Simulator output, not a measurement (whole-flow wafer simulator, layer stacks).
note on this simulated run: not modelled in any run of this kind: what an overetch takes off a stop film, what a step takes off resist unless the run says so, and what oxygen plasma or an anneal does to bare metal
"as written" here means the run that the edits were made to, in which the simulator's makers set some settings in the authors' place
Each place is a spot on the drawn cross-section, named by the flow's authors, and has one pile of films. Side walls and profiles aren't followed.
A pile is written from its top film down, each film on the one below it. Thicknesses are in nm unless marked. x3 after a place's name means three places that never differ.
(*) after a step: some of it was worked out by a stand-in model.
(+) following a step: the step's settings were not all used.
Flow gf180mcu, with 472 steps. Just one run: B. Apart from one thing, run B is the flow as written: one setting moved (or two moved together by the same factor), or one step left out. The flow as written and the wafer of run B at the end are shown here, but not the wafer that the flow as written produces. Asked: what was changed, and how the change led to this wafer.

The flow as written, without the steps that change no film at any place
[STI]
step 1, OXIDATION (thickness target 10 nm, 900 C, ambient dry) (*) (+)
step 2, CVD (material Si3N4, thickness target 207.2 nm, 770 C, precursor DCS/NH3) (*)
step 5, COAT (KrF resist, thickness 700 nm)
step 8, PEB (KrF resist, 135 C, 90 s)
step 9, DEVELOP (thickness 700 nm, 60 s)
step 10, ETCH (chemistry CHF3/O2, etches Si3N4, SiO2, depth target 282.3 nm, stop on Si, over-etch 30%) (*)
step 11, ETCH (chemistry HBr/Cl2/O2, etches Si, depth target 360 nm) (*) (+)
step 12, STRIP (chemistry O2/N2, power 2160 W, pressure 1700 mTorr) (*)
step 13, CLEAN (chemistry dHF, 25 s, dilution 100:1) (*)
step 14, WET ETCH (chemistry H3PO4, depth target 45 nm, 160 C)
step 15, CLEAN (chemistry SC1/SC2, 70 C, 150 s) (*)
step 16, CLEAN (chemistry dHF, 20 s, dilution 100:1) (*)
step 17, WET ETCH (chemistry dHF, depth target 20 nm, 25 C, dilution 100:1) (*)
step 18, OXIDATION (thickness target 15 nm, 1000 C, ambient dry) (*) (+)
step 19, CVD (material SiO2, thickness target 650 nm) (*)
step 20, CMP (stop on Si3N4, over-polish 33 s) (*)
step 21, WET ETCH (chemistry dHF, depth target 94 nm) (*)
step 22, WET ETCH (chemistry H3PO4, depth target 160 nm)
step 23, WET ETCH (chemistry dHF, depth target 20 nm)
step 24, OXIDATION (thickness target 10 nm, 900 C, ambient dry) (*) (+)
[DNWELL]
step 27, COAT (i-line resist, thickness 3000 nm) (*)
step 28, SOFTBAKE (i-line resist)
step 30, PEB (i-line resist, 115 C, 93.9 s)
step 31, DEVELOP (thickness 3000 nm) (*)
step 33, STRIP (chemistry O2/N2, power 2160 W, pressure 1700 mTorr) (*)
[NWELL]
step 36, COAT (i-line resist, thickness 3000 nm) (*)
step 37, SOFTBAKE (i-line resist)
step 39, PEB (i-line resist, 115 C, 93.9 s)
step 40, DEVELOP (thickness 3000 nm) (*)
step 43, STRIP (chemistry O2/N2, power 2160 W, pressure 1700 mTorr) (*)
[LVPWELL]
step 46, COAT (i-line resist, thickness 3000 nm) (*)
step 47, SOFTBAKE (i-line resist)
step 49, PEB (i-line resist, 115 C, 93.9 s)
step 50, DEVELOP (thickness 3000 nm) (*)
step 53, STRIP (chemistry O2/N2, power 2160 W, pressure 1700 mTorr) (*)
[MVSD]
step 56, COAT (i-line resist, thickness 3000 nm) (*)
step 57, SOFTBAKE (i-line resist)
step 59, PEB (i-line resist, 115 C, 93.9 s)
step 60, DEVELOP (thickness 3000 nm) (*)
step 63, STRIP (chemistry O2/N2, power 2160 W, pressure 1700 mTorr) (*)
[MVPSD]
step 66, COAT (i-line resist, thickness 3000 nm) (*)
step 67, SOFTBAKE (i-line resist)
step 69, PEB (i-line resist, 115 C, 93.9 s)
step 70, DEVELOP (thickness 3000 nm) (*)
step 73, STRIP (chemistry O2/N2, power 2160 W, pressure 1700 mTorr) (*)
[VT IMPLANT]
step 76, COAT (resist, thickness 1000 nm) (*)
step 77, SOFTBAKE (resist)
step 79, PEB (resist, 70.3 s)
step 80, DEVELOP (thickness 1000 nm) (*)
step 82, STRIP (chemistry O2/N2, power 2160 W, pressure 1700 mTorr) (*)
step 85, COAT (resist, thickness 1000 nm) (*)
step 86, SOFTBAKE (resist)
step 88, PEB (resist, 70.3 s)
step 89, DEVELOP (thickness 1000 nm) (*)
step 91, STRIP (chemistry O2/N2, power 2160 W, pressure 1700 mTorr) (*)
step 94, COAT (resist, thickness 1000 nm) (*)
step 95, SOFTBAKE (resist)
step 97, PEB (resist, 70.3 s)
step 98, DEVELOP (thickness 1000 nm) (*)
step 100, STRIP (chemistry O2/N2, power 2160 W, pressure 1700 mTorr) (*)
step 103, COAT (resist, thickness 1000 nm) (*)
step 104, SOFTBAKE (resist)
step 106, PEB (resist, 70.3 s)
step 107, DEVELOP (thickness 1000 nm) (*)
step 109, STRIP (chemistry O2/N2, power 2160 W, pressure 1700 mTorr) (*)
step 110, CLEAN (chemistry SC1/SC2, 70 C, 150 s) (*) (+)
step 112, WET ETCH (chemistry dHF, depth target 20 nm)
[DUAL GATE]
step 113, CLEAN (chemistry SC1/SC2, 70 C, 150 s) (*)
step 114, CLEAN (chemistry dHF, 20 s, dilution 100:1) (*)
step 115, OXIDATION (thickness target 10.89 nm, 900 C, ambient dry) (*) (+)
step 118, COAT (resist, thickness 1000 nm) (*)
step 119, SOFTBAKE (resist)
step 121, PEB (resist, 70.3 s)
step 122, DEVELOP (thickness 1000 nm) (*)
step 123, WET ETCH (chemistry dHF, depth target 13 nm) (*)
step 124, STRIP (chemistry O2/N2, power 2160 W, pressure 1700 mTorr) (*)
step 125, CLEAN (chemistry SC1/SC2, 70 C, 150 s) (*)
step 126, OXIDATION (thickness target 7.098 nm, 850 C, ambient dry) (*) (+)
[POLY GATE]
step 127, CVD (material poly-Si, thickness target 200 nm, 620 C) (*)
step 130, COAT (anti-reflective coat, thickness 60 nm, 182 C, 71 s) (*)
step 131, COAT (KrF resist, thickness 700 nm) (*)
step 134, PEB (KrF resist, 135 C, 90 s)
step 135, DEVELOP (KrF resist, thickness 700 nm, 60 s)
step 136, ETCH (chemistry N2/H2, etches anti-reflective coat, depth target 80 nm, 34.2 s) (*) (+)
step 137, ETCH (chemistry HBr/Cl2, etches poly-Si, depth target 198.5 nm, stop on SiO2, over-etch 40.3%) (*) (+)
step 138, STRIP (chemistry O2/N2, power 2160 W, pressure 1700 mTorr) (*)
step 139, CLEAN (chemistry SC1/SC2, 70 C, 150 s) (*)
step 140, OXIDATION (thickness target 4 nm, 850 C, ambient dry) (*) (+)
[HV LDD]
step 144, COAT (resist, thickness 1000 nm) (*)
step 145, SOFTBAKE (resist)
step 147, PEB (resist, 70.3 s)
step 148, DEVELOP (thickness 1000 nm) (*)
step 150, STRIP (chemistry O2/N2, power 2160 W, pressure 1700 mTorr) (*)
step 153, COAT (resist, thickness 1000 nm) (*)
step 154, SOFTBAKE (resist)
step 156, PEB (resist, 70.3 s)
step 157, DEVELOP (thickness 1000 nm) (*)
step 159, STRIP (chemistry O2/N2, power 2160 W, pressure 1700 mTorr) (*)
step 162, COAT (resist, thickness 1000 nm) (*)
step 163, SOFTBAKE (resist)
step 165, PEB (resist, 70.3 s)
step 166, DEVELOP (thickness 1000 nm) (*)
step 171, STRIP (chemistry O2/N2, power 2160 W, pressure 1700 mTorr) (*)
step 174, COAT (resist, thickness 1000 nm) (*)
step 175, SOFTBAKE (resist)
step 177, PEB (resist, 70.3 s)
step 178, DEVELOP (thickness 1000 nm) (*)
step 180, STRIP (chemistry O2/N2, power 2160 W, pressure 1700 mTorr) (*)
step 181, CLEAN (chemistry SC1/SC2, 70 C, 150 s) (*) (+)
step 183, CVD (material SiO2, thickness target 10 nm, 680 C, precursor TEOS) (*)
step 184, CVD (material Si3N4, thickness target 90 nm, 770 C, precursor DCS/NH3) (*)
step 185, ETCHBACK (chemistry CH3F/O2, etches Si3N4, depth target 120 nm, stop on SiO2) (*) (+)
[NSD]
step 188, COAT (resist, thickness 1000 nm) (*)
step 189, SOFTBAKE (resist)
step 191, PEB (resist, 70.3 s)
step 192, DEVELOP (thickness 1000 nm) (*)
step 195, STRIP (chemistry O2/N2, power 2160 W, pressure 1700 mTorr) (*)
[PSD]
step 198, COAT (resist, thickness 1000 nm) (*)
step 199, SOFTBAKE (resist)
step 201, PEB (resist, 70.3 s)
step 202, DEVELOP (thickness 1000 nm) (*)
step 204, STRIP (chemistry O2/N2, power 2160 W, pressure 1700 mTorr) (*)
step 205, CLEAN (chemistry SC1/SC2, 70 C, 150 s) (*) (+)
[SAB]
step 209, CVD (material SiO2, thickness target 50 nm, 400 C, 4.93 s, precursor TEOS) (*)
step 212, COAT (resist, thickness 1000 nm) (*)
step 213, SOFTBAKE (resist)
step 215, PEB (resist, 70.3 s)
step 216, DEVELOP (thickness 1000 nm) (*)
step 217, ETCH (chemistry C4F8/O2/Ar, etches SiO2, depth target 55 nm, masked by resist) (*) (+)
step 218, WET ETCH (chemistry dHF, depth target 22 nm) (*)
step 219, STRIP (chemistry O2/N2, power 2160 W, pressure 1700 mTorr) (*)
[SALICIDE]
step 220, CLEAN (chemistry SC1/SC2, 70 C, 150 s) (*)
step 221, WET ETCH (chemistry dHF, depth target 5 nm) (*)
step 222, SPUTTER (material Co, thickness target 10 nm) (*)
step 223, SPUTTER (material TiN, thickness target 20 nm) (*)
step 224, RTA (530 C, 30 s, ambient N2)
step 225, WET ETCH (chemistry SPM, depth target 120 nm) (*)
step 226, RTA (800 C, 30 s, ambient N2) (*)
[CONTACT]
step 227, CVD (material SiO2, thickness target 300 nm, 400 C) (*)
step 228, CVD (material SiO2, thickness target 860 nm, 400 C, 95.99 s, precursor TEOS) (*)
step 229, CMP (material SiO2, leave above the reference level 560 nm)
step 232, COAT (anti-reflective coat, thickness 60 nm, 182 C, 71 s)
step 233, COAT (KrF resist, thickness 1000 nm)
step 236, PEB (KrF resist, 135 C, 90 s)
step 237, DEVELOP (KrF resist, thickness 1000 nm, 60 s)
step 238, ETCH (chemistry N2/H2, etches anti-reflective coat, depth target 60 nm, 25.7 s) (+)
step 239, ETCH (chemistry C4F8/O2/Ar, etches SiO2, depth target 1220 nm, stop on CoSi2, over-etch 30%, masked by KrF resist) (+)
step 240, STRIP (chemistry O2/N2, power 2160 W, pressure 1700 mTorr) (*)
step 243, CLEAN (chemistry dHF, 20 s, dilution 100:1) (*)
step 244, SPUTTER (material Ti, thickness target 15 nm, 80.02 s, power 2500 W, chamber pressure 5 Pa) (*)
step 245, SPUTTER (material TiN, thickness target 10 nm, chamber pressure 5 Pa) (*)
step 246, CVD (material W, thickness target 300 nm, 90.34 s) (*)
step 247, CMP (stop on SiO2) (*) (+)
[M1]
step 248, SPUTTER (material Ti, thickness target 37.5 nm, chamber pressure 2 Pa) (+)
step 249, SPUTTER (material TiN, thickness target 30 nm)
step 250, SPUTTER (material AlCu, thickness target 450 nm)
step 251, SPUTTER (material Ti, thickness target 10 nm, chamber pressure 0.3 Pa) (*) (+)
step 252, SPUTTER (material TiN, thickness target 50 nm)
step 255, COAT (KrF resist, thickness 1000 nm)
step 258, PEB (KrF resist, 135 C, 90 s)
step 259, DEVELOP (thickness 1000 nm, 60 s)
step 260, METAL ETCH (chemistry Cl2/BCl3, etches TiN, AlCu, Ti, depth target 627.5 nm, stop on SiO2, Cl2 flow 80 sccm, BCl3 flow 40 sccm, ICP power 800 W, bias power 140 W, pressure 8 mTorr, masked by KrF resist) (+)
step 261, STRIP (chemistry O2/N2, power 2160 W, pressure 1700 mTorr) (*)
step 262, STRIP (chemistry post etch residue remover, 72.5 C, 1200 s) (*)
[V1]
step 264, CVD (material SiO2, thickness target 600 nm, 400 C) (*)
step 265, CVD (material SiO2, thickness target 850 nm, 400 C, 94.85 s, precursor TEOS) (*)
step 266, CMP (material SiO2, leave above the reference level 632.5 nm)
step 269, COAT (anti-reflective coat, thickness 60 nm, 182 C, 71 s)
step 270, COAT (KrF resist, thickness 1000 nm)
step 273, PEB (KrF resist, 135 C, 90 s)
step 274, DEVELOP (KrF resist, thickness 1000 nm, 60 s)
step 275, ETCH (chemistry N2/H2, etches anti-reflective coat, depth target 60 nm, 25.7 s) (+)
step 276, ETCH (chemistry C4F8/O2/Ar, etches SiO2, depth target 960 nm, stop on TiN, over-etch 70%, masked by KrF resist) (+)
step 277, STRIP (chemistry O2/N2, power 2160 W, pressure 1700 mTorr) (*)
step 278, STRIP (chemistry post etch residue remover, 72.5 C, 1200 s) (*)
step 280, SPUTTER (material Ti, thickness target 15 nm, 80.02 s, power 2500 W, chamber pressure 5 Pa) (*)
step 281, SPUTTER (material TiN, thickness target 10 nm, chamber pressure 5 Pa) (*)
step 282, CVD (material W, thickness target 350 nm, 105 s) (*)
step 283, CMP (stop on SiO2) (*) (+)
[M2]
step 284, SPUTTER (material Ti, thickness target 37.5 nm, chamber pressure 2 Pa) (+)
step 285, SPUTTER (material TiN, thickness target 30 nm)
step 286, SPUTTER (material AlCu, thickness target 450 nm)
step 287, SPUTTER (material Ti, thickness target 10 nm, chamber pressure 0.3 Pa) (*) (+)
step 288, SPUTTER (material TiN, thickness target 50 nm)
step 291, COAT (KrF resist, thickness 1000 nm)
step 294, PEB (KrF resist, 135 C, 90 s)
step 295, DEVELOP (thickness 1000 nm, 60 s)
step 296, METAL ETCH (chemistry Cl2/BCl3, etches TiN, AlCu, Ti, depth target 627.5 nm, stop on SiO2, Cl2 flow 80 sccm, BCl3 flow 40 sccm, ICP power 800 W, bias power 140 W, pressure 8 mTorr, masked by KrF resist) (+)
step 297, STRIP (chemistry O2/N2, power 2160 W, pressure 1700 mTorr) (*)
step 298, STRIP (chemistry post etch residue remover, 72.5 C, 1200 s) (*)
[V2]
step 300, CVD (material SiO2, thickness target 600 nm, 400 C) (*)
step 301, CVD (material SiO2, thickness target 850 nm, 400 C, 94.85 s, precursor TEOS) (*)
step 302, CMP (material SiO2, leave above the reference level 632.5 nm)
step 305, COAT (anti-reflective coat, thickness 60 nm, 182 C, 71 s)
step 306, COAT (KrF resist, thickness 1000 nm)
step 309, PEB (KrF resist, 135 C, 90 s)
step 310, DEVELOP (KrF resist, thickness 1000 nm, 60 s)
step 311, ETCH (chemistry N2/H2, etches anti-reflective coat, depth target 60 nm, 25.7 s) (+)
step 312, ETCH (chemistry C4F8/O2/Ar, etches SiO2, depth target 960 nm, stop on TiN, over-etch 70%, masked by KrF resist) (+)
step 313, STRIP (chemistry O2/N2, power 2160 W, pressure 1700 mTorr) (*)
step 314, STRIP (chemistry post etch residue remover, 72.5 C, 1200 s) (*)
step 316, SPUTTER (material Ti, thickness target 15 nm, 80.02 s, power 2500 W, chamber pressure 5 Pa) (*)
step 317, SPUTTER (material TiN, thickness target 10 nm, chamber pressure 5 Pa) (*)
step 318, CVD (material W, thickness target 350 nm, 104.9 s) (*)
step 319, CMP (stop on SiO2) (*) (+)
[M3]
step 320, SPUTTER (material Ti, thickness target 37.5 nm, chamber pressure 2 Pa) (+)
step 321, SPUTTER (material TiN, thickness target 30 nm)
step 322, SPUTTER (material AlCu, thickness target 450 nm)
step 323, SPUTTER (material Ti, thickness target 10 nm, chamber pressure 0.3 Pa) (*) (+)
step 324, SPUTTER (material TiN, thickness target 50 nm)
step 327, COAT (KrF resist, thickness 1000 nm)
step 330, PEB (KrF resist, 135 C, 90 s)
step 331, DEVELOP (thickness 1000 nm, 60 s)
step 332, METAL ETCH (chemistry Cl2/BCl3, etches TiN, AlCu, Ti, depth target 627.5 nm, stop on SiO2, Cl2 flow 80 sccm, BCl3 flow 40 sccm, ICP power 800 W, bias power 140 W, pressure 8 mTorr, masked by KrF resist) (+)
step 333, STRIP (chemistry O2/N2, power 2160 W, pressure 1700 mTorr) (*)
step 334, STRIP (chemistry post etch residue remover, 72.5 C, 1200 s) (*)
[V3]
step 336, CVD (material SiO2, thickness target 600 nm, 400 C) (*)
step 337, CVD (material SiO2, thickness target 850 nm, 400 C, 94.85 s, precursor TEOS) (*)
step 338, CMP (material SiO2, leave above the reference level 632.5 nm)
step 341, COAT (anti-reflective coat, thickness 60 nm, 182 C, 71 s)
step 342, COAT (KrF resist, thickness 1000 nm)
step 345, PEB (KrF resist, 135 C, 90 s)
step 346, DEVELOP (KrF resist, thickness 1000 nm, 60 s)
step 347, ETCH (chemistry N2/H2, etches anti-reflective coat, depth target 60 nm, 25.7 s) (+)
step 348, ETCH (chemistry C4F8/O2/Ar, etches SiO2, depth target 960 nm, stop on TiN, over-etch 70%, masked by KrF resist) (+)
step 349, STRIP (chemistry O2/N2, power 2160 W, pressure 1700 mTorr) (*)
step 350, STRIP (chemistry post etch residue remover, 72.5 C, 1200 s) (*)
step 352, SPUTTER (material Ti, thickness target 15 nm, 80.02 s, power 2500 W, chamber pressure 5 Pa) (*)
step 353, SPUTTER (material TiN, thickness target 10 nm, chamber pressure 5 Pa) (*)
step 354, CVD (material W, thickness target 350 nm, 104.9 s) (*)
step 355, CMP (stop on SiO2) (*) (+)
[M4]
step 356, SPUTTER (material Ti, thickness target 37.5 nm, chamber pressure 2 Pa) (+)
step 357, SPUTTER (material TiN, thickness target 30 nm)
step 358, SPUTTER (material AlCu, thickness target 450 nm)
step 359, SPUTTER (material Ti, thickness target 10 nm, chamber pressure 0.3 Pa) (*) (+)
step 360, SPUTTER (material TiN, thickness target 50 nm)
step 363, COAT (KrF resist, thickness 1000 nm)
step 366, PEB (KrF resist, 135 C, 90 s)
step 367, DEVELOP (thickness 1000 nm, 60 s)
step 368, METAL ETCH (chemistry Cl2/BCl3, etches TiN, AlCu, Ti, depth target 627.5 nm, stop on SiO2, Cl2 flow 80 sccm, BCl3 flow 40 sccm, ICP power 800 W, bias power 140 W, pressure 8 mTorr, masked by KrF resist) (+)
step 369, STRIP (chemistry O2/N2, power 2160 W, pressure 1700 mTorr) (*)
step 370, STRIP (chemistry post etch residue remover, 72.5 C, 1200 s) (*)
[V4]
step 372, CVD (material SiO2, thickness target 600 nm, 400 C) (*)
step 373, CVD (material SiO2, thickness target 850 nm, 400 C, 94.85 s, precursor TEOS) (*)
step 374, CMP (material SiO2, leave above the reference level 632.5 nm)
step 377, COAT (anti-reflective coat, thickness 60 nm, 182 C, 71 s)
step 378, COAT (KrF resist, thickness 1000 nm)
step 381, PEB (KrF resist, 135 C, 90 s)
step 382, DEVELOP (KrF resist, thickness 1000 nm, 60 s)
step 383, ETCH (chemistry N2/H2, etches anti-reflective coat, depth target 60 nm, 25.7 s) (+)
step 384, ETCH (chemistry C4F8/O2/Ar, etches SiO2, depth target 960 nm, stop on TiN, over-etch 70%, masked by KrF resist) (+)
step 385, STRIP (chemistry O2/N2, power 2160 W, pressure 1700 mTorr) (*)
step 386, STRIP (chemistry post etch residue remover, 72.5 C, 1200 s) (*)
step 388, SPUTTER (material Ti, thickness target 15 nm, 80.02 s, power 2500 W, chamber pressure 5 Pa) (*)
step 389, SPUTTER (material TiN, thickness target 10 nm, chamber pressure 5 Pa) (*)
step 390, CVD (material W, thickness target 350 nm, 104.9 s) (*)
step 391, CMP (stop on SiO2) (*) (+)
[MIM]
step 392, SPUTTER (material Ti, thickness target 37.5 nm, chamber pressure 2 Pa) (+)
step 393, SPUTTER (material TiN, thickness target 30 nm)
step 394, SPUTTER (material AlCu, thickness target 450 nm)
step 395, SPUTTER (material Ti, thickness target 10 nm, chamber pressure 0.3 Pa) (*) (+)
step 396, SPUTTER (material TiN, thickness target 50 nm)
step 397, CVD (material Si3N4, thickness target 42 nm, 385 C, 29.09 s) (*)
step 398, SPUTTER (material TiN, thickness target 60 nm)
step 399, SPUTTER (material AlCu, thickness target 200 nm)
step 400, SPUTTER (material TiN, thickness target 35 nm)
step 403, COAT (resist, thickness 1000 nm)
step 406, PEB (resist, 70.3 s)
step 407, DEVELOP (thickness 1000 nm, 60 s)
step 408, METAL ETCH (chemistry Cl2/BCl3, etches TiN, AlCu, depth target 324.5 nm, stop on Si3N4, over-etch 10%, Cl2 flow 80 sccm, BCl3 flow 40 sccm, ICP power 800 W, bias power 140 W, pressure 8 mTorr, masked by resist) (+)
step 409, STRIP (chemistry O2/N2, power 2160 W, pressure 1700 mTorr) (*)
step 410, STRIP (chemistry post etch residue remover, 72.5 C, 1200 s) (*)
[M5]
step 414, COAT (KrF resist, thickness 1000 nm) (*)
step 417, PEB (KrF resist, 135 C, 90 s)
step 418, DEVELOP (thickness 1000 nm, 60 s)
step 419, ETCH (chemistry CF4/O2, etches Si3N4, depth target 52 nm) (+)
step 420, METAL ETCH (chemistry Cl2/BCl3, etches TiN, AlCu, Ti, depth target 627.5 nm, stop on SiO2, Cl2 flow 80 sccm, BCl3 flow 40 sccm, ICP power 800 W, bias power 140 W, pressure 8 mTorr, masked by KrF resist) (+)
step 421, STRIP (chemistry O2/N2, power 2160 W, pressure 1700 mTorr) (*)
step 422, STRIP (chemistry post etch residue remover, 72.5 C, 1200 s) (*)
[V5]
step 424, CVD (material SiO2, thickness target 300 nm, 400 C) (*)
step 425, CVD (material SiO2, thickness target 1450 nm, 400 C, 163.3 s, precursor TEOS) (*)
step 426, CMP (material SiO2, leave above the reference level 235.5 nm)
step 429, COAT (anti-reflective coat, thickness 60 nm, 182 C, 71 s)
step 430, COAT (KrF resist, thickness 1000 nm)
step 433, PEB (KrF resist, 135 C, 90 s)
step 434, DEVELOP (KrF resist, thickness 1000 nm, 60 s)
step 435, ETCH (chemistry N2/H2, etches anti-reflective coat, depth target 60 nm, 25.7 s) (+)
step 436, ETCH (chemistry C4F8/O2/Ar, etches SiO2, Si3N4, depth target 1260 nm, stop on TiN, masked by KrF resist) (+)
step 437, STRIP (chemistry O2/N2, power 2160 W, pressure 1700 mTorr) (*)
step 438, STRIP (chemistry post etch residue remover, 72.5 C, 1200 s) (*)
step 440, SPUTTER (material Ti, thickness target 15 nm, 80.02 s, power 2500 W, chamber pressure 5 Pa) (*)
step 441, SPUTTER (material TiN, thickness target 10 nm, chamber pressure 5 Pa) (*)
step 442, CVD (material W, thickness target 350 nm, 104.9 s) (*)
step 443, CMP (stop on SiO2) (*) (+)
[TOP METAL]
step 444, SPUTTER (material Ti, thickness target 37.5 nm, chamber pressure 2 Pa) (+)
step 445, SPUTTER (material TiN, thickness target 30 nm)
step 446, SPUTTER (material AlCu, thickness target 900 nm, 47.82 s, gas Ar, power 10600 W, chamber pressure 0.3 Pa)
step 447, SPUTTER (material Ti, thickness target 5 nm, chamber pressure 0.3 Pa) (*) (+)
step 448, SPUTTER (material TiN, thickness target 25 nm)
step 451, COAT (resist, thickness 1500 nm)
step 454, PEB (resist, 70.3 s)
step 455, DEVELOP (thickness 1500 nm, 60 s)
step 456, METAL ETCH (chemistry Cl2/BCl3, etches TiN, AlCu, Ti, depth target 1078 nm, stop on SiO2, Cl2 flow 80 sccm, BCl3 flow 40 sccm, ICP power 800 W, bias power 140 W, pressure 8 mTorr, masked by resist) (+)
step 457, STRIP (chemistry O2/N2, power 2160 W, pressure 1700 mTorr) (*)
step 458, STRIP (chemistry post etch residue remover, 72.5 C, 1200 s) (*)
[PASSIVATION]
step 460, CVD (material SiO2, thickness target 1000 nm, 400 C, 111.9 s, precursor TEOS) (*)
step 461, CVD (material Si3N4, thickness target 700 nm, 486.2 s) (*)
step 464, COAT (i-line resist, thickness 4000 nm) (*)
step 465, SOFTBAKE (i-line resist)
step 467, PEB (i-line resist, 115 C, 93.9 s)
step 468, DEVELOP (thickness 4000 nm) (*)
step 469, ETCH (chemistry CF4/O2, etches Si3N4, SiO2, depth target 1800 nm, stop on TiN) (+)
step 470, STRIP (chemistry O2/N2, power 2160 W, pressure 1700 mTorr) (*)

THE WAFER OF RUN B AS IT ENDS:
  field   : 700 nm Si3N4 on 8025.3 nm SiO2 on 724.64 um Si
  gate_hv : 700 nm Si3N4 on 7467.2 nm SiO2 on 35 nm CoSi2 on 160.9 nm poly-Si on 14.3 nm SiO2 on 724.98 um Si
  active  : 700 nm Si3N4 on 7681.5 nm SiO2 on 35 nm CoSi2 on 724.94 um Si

Cause: step 322, SPUTTER: thickness target 248 nm was run, though the flow has thickness target 450 nm.

How this came from the change, step by step:
  step 322, SPUTTER (material AlCu, thickness target 450 nm)
      field, field__w1, field__w2 and 108 more: AlCu gains 248 (new film) (it would be, as written: AlCu gains 450 (new film))
  step 332, METAL ETCH (chemistry Cl2/BCl3, etches TiN, AlCu, Ti, depth target 627.5 nm, stop on SiO2, Cl2 flow 80 sccm, BCl3 flow 40 sccm, ICP power 800 W, bias power 140 W, pressure 8 mTorr, masked by KrF resist) (+)
      field, field__w1, field__w2 and 103 more: TiN loses 50 (all of it), Ti loses 10 (all of it), AlCu loses 248 (all of it), TiN loses 30 (all of it), Ti loses 37.5 (all of it) (it would be, as written: TiN loses 50 (all of it), Ti loses 10 (all of it), AlCu loses 450 (all of it), TiN loses 30 (all of it), Ti loses 37.5 (all of it))
      field__w8, contact, m1, m1__w1, m1_nw: KrF resist loses 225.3 (it would be, as written: KrF resist loses 251)
  step 333, STRIP (chemistry O2/N2, power 2160 W, pressure 1700 mTorr) (*)
      field__w8, contact, m1, m1__w1, m1_nw: KrF resist loses 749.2 (all of it) (it would be, as written: KrF resist loses 723.5 (all of it))
  step 338, CMP (material SiO2, leave above the reference level 632.5 nm)
      field, field__w1, field__w2 and 103 more: SiO2 loses 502 (it would be, as written: SiO2 loses 300)
